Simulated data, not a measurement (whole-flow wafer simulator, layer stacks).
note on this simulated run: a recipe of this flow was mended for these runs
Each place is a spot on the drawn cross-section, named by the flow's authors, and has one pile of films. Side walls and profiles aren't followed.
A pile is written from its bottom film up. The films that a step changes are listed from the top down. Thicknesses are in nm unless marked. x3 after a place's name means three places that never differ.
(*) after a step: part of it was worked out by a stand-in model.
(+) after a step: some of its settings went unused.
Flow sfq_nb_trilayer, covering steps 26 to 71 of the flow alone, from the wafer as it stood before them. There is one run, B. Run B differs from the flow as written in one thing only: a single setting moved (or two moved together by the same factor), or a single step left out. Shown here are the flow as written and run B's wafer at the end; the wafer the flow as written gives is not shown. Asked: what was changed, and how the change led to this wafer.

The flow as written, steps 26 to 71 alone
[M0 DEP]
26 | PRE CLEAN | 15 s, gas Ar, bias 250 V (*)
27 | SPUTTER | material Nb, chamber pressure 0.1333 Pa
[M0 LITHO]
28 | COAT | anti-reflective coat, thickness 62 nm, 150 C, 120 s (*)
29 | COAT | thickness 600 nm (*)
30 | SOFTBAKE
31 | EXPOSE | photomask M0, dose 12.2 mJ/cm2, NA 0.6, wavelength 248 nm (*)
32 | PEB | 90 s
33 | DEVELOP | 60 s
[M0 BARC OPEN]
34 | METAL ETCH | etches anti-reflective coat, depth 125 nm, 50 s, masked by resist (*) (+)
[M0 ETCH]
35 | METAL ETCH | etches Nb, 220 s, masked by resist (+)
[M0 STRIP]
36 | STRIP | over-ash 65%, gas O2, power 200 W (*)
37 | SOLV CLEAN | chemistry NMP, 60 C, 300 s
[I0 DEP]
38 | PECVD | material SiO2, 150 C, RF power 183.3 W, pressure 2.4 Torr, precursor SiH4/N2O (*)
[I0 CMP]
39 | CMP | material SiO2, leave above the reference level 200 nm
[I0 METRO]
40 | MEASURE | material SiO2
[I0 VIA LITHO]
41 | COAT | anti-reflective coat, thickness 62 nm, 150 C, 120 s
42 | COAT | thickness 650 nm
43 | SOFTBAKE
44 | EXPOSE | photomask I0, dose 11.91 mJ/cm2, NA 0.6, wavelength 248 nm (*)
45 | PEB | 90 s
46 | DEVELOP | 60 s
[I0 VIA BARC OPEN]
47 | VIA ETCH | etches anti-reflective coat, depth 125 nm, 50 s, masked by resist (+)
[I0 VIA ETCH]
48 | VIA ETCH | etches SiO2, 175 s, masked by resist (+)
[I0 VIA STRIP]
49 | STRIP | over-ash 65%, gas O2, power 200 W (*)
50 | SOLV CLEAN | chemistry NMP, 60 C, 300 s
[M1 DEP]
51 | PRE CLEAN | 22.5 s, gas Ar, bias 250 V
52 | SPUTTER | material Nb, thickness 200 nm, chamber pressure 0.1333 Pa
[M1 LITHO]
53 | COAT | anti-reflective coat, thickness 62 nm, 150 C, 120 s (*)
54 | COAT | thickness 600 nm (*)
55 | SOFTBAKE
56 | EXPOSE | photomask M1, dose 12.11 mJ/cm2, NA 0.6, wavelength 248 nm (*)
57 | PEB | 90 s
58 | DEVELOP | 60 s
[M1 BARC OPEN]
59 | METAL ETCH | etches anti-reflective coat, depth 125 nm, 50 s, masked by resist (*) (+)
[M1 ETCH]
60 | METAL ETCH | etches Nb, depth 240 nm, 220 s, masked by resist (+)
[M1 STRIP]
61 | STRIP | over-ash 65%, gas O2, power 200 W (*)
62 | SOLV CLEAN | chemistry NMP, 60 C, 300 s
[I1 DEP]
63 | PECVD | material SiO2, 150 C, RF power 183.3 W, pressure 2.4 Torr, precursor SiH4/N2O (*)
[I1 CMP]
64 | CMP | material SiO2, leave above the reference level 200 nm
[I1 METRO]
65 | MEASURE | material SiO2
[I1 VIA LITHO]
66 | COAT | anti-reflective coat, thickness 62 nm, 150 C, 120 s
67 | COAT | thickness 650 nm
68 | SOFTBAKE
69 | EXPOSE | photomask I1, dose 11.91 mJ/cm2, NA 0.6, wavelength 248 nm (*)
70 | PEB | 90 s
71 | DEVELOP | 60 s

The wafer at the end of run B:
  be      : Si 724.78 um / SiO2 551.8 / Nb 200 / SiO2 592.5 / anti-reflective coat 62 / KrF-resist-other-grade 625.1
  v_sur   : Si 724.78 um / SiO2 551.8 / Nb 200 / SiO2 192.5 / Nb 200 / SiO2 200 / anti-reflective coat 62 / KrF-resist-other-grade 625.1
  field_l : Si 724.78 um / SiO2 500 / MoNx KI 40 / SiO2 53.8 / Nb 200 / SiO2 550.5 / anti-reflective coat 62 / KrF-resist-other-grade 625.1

What caused this: step 26, PRE CLEAN: bias 338 V was run, while the flow as written has bias 250 V.

Step by step, how the change led to this:
  26 | PRE CLEAN | 15 s, gas Ar, bias 250 V (*)
      field_l, v_sur, via_wl and 102 more: -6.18 SiO2 (in the flow as written it would be: -5 SiO2)
      l0v: -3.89 MoNx KI (in the flow as written it would be: -2.91 MoNx KI)
